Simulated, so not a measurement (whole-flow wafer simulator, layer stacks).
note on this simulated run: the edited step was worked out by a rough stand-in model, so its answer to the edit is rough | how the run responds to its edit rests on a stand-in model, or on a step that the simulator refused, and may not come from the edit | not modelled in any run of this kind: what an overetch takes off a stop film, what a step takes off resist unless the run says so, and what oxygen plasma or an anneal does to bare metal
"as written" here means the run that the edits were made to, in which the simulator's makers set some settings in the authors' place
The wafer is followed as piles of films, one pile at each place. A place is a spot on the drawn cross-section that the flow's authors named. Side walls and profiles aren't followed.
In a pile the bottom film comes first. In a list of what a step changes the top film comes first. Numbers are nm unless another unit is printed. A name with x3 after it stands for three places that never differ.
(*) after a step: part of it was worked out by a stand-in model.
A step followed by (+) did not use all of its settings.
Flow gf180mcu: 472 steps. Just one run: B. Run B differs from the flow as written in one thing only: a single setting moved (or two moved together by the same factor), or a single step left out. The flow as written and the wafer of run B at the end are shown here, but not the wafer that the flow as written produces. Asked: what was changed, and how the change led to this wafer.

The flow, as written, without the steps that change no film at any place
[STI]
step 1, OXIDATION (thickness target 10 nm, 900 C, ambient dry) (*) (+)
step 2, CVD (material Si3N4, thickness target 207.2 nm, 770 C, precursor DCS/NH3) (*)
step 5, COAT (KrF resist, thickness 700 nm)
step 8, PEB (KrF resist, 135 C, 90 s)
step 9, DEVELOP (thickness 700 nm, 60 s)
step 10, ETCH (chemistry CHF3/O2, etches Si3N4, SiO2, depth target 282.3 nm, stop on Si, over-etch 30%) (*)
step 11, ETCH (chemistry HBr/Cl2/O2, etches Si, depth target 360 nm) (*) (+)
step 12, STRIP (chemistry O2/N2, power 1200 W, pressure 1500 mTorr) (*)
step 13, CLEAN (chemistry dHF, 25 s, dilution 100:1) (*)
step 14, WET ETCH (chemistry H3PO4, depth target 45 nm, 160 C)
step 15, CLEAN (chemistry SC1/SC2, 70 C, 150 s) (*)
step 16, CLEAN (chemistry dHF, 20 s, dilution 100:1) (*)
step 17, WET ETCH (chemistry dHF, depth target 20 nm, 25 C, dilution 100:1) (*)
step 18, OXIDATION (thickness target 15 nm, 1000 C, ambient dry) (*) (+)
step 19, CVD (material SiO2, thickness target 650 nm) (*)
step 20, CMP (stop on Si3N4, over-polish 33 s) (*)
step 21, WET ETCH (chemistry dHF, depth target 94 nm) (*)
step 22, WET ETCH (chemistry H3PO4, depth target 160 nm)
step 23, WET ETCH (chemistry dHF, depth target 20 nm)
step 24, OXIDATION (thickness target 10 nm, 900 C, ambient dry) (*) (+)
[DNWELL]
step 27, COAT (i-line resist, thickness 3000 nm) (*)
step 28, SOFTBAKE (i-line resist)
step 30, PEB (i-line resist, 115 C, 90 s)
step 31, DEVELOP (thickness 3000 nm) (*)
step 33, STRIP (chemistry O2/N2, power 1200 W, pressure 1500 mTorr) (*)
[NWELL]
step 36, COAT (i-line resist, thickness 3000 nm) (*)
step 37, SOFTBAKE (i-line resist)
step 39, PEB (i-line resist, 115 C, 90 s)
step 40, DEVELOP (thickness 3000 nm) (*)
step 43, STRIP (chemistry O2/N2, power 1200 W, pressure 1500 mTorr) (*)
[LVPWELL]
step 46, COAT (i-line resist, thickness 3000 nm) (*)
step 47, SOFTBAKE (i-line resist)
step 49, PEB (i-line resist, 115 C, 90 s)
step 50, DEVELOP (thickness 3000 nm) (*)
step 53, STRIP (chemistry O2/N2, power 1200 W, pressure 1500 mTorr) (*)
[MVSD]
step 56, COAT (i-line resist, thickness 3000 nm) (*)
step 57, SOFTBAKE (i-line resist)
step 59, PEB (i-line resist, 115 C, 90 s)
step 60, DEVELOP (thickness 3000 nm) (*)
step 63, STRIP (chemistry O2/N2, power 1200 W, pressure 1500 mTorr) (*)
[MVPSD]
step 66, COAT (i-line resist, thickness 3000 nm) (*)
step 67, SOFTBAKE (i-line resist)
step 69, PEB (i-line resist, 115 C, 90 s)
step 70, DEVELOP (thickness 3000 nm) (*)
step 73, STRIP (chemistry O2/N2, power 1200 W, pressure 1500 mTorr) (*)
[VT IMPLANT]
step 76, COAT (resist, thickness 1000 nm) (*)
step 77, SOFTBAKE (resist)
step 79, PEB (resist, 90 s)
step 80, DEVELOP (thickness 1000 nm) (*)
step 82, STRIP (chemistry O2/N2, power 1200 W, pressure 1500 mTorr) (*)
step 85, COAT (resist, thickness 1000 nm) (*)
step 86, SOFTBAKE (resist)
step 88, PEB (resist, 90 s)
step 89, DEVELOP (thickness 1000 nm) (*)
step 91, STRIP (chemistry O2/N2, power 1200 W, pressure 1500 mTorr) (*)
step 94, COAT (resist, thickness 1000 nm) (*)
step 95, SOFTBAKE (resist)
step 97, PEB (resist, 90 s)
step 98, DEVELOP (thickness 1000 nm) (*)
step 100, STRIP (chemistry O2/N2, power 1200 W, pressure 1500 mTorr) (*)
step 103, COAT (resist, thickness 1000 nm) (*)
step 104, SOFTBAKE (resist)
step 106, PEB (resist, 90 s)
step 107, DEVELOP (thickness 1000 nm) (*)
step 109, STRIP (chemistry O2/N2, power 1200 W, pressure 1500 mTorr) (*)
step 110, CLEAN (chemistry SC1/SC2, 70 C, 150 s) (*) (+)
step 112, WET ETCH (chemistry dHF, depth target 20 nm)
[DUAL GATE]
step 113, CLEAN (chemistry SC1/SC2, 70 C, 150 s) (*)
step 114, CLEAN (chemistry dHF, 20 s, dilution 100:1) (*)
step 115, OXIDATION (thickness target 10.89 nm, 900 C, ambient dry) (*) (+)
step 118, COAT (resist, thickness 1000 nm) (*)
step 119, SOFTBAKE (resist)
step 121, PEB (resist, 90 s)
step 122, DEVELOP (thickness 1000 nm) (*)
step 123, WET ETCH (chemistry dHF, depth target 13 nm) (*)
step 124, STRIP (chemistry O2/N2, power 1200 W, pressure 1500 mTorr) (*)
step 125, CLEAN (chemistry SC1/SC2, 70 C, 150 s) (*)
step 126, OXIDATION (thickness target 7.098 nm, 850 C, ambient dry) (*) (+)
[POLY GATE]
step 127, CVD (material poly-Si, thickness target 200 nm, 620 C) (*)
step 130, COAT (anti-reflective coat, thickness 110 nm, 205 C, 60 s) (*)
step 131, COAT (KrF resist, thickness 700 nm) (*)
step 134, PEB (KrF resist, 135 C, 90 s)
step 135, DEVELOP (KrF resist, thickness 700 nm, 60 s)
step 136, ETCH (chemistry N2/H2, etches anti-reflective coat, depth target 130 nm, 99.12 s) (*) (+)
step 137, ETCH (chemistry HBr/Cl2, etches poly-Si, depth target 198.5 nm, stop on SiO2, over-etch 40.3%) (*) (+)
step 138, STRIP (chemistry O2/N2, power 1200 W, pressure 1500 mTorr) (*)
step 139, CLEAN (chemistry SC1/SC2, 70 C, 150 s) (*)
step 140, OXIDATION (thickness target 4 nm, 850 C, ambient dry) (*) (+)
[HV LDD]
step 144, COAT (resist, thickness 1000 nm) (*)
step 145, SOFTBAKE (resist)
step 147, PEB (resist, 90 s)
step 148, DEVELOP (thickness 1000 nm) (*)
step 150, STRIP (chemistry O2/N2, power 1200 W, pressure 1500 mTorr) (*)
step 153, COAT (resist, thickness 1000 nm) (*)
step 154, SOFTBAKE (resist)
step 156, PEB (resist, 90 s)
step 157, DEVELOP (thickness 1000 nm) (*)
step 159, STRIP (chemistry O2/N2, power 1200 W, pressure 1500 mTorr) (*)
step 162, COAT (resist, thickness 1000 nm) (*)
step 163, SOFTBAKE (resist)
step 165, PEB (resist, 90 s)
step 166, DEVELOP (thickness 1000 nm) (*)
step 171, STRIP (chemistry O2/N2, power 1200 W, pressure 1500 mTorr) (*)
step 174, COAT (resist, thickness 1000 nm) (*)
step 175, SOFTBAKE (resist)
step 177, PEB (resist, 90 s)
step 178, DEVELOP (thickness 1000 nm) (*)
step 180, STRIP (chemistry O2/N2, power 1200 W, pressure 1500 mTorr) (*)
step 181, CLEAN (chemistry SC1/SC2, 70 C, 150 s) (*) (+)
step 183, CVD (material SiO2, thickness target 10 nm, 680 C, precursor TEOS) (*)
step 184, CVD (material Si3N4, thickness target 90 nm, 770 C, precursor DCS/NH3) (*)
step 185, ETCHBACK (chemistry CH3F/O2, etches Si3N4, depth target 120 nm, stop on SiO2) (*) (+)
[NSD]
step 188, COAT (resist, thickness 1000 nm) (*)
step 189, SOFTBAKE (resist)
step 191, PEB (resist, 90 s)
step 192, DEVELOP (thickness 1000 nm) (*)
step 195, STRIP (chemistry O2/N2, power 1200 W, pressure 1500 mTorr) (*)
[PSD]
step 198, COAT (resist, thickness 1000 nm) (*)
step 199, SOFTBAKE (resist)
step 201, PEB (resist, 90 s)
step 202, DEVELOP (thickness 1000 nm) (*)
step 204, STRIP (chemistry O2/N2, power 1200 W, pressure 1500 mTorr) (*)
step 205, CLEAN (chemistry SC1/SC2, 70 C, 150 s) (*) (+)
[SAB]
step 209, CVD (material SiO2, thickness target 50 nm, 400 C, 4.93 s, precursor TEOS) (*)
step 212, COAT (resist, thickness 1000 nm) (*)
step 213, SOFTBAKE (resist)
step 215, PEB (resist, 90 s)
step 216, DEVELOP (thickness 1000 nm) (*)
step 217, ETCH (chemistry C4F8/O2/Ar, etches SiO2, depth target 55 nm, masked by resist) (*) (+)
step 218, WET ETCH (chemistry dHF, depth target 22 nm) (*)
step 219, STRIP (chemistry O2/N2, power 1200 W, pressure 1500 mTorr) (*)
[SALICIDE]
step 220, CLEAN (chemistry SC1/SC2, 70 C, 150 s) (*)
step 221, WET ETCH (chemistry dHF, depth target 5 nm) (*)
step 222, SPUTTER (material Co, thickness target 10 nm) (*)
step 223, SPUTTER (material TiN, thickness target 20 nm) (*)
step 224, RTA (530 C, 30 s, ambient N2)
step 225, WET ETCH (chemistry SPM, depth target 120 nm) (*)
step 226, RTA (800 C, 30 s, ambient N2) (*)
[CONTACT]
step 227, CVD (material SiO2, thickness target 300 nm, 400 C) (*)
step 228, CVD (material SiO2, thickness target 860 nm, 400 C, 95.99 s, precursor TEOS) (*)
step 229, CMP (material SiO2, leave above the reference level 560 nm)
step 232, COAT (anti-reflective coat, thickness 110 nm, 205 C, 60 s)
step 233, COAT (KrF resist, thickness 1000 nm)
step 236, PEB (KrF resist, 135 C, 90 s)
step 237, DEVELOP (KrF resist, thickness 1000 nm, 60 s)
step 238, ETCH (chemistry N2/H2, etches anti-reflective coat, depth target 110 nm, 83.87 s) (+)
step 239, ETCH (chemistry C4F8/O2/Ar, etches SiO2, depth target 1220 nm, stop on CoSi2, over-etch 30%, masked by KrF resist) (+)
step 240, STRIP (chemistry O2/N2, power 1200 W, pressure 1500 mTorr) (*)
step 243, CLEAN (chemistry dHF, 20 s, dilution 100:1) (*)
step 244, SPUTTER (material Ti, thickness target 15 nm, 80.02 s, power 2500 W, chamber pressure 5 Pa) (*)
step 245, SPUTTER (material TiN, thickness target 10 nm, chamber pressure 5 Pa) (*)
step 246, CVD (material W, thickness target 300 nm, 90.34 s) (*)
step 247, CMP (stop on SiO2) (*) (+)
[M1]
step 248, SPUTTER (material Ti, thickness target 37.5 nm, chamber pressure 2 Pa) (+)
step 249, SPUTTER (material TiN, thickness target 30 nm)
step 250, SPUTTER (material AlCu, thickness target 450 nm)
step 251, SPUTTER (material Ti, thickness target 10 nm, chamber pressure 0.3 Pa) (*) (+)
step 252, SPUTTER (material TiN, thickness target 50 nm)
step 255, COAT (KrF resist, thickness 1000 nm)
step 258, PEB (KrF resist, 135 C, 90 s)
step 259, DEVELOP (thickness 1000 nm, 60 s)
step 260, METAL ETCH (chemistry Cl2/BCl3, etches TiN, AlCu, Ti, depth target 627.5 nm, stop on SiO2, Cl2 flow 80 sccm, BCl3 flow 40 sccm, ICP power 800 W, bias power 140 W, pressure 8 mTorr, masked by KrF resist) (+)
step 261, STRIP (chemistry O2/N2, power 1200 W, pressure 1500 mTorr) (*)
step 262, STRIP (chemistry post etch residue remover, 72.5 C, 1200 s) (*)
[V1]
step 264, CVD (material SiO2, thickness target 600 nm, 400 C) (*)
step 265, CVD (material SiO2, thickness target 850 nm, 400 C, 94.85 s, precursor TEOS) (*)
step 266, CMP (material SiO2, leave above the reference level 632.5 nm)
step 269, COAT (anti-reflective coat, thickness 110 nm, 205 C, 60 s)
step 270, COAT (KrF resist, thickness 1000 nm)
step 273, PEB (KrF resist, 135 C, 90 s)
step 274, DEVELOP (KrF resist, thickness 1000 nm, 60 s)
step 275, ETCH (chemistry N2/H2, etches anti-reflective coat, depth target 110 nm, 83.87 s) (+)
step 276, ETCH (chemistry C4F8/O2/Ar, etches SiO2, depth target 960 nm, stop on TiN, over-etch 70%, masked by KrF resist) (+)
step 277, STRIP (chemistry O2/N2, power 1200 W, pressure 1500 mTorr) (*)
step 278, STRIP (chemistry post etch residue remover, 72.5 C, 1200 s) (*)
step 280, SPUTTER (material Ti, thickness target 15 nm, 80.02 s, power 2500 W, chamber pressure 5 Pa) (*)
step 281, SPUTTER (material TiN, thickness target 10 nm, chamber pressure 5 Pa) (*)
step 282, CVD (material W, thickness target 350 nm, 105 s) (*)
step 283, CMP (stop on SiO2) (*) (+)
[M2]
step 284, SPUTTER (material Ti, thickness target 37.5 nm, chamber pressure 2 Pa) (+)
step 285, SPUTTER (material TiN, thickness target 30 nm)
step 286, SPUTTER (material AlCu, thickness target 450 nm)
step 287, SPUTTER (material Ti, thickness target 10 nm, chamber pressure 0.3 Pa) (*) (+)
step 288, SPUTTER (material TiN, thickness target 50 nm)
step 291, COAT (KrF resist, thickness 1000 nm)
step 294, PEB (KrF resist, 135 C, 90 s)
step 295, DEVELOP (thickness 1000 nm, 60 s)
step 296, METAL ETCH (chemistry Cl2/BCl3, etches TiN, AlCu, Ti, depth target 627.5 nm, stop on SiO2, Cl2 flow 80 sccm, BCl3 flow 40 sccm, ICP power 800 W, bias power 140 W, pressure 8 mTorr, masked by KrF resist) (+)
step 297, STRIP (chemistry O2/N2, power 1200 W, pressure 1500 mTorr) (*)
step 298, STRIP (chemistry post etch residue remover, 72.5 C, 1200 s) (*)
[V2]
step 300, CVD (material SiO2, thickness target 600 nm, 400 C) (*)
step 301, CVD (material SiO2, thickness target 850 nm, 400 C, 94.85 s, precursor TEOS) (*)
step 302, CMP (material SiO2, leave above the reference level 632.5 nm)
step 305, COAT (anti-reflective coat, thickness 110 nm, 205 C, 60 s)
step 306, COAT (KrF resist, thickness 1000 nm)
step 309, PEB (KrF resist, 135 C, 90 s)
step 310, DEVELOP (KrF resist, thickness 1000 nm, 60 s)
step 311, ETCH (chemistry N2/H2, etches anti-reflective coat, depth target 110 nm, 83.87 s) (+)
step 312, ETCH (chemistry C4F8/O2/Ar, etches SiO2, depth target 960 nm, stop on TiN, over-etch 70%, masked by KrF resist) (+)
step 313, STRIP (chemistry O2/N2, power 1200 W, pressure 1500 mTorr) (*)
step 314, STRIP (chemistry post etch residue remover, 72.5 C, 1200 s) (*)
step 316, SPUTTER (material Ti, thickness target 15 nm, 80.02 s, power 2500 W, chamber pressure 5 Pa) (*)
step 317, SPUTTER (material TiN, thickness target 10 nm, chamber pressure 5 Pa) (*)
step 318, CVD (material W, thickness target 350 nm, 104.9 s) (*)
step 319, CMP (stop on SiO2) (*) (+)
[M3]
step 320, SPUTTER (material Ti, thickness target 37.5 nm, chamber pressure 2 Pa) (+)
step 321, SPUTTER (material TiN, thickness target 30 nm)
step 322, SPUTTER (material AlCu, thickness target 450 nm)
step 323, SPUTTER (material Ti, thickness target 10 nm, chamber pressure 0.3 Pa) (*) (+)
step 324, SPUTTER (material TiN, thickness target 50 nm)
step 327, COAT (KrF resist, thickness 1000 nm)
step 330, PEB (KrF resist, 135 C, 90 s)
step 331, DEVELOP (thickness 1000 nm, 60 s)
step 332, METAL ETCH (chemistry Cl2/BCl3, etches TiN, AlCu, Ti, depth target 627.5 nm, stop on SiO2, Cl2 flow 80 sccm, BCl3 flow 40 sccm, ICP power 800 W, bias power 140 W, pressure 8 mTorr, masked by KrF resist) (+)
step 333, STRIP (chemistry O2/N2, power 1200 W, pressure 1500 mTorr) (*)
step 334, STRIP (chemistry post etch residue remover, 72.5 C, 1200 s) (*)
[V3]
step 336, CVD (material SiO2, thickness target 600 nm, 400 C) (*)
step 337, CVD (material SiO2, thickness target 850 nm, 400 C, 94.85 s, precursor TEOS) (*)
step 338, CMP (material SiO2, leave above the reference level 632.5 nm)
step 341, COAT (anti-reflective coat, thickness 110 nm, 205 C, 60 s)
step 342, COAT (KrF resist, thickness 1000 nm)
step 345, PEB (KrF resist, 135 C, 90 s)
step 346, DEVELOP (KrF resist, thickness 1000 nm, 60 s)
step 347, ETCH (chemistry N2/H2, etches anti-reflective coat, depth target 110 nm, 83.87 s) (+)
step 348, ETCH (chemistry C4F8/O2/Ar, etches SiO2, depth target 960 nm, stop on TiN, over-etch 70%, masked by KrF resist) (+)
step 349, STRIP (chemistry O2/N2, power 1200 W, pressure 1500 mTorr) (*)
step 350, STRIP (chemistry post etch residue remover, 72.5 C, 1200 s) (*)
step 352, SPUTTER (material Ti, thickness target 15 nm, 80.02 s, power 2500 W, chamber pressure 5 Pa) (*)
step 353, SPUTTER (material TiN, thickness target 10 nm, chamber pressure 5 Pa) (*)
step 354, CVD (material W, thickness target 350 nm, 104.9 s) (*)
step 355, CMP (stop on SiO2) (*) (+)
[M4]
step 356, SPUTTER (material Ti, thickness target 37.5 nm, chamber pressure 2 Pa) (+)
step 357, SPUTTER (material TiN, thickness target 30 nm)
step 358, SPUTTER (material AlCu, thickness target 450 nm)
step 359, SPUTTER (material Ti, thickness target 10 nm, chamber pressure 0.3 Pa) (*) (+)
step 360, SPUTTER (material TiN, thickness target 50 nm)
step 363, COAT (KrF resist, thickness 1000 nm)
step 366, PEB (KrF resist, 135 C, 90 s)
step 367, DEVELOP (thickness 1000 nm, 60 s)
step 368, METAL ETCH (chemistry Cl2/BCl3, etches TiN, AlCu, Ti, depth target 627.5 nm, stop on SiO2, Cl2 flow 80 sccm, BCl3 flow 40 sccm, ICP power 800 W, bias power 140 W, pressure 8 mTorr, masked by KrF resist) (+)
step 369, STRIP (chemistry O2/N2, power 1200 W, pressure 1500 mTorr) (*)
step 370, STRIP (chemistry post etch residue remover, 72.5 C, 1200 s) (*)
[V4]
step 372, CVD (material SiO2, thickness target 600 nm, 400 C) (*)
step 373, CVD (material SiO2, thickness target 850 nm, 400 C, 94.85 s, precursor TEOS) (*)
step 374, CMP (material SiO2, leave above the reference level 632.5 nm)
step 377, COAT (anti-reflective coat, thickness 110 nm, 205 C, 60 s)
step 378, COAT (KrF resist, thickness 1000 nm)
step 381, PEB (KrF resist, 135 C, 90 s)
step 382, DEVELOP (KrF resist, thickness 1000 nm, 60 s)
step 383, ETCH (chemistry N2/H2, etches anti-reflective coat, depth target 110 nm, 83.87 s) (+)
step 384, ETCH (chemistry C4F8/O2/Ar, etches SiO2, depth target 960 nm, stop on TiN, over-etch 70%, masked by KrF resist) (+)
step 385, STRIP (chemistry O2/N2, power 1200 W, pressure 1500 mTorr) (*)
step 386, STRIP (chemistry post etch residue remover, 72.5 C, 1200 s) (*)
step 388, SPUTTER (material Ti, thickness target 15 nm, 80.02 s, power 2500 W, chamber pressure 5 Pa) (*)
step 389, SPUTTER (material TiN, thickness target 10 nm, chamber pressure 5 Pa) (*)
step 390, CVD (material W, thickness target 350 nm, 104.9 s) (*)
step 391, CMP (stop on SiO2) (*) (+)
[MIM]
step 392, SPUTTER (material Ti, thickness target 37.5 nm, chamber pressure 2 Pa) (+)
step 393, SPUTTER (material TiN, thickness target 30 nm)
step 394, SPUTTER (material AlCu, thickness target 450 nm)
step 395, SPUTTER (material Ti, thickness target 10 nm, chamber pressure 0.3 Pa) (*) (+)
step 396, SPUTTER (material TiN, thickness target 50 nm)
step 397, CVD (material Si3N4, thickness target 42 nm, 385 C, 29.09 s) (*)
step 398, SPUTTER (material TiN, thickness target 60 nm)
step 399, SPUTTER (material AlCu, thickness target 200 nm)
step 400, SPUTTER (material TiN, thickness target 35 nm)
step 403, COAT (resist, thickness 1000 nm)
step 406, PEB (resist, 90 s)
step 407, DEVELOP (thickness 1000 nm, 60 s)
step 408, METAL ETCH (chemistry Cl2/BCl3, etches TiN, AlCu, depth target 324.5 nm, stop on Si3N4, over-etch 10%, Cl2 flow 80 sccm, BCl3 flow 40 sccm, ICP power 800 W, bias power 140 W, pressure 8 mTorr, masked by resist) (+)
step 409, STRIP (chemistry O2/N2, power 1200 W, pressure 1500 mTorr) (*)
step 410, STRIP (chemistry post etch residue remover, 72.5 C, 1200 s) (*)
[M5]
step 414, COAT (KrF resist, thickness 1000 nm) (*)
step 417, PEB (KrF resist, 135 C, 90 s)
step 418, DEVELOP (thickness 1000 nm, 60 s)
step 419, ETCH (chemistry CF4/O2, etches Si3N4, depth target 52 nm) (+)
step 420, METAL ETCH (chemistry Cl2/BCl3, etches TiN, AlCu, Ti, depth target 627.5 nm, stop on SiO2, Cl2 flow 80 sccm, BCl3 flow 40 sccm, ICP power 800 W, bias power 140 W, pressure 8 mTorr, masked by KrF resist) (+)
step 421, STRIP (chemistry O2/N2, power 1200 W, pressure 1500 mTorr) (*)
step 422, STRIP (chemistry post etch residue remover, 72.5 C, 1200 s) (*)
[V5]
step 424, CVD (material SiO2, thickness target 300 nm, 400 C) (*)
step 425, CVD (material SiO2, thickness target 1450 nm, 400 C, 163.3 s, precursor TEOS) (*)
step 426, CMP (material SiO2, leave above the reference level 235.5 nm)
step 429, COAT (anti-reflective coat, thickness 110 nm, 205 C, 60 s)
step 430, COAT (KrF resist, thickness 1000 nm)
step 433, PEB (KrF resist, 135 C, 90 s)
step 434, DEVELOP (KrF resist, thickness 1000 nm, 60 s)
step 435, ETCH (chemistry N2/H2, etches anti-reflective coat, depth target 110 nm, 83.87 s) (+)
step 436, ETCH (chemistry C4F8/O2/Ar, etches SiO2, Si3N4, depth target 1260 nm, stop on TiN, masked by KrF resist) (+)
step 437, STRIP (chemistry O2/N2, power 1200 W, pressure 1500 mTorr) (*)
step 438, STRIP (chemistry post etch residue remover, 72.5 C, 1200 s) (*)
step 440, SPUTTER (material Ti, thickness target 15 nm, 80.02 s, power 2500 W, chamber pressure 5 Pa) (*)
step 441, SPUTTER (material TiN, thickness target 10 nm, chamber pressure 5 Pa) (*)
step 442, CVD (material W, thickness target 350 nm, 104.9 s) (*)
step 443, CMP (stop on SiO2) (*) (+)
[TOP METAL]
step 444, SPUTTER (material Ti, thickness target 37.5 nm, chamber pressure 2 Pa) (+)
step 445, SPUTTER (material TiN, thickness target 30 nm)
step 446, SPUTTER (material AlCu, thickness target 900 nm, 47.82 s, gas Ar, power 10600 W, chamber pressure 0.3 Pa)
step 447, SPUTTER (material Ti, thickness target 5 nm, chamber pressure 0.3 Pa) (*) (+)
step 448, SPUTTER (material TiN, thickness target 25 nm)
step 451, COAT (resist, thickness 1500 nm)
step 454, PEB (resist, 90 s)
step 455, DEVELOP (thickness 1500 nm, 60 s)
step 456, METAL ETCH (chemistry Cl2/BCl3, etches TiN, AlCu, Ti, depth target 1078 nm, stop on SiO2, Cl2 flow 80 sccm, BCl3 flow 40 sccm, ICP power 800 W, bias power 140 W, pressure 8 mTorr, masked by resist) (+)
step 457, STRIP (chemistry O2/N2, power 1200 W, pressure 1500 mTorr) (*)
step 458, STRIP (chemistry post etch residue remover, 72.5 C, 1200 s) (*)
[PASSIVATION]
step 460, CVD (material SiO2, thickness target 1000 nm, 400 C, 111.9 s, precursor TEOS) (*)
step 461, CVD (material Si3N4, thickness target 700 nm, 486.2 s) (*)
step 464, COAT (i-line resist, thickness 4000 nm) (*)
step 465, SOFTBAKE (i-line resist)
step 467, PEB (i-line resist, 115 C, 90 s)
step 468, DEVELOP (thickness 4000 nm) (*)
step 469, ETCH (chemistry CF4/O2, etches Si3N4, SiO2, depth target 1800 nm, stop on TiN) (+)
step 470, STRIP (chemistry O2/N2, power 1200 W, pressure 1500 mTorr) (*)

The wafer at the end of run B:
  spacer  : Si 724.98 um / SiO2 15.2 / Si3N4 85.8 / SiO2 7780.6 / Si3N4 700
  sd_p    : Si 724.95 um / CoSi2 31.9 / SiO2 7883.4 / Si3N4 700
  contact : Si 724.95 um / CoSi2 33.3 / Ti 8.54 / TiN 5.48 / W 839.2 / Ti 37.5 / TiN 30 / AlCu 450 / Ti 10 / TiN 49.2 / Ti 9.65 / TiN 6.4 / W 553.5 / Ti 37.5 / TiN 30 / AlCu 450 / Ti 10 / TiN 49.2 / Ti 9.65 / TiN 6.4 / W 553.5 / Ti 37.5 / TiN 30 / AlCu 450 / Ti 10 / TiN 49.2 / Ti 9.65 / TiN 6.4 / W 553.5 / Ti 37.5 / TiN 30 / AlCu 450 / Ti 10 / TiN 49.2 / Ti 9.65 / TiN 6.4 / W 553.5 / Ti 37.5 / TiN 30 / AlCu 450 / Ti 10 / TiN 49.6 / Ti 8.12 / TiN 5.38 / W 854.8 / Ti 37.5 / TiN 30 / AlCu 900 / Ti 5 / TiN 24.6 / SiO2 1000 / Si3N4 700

What caused this: step 183, CVD: thickness target 8 nm was run, though the flow has thickness target 10 nm.

How this came from the change, step by step:
  step 183, CVD (material SiO2, thickness target 10 nm, 680 C, precursor TEOS) (*)
      field, field__w1, field__w2 and 99 more: +8 SiO2 (it would be, as written: +10 SiO2)
      ld_drift_p: +7.9 SiO2 (it would be, as written: +9.87 SiO2)
      (and at 1 other place as well)
  step 189, SOFTBAKE (resist)
      field: nothing (it would be, as written: +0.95 resist)
      nw_sep_fld: -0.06 resist (it would be, as written: +1.07 resist)
      (and at 2 other places as well)
  step 199, SOFTBAKE (resist)
      field: nothing (it would be, as written: +0.95 resist)
      nw_sep_fld: -0.06 resist (it would be, as written: +1.07 resist)
      (and at 2 other places as well)
  step 218, WET ETCH (chemistry dHF, depth target 22 nm) (*)
      gate, gate_hv, gate_p and 23 more: -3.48 SiO2 (all of it) (it would be, as written: -5.48 SiO2 (all of it))
      active, p_well, sd_n, iso_ptap_pw, iso_ntap_nw, iso_ptap_sub, vpnp_e: -7.01 SiO2 (all of it) (it would be, as written: -9.01 SiO2 (all of it))
      (and at 16 other places as well)
